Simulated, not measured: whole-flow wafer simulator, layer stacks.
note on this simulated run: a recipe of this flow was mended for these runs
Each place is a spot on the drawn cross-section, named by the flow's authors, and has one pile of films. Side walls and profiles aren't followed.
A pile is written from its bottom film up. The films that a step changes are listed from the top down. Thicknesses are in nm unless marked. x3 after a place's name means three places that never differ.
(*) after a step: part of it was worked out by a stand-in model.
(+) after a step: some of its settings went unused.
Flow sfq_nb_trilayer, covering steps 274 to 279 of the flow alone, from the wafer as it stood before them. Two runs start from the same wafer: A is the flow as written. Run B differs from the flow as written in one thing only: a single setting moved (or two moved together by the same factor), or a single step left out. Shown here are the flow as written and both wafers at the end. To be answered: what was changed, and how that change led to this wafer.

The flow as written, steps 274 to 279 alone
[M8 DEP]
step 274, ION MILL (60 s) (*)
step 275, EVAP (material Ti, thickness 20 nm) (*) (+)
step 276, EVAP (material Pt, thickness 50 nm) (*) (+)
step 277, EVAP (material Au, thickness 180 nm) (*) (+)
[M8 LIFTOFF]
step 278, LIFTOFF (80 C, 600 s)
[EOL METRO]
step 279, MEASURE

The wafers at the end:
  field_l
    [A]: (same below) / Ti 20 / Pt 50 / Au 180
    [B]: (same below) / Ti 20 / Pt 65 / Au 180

What caused this: step 276, EVAP: thickness 65 nm was run, whereas the flow has thickness 50 nm.
The wafer itself shows it: field_l has Pt 65, and step 276 as written asks for 50 nm.

How this came from the change, step by step:
  step 276, EVAP (material Pt, thickness 50 nm) (*) (+)
      field_l, v_sur x3, via_wl x2 and 100 more: A Pt gains 50 (new film) | B Pt gains 65 (new film)
  step 278, LIFTOFF (80 C, 600 s)
      p4_fl x5, p4_w1 x9, p3_s0 x11 and 49 more: A Au loses 180 (all of it), Pt loses 50 (all of it), Ti loses 20 (all of it), KrF-resist-other-grade loses 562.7 (all of it), lift-off-underlayer loses 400 (all of it) | B Au loses 180 (all of it), Pt loses 65 (all of it), Ti loses 20 (all of it), KrF-resist-other-grade loses 562.7 (all of it), lift-off-underlayer loses 400 (all of it)
      r_sur, res, r_end: A Au loses 180 (all of it), Pt loses 50 (all of it), Ti loses 20 (all of it), KrF-resist-other-grade loses 559.9 (all of it), lift-off-underlayer loses 399.5 (all of it) | B Au loses 180 (all of it), Pt loses 65 (all of it), Ti loses 20 (all of it), KrF-resist-other-grade loses 559.9 (all of it), lift-off-underlayer loses 399.5 (all of it)
      (as well as at 18 more places)
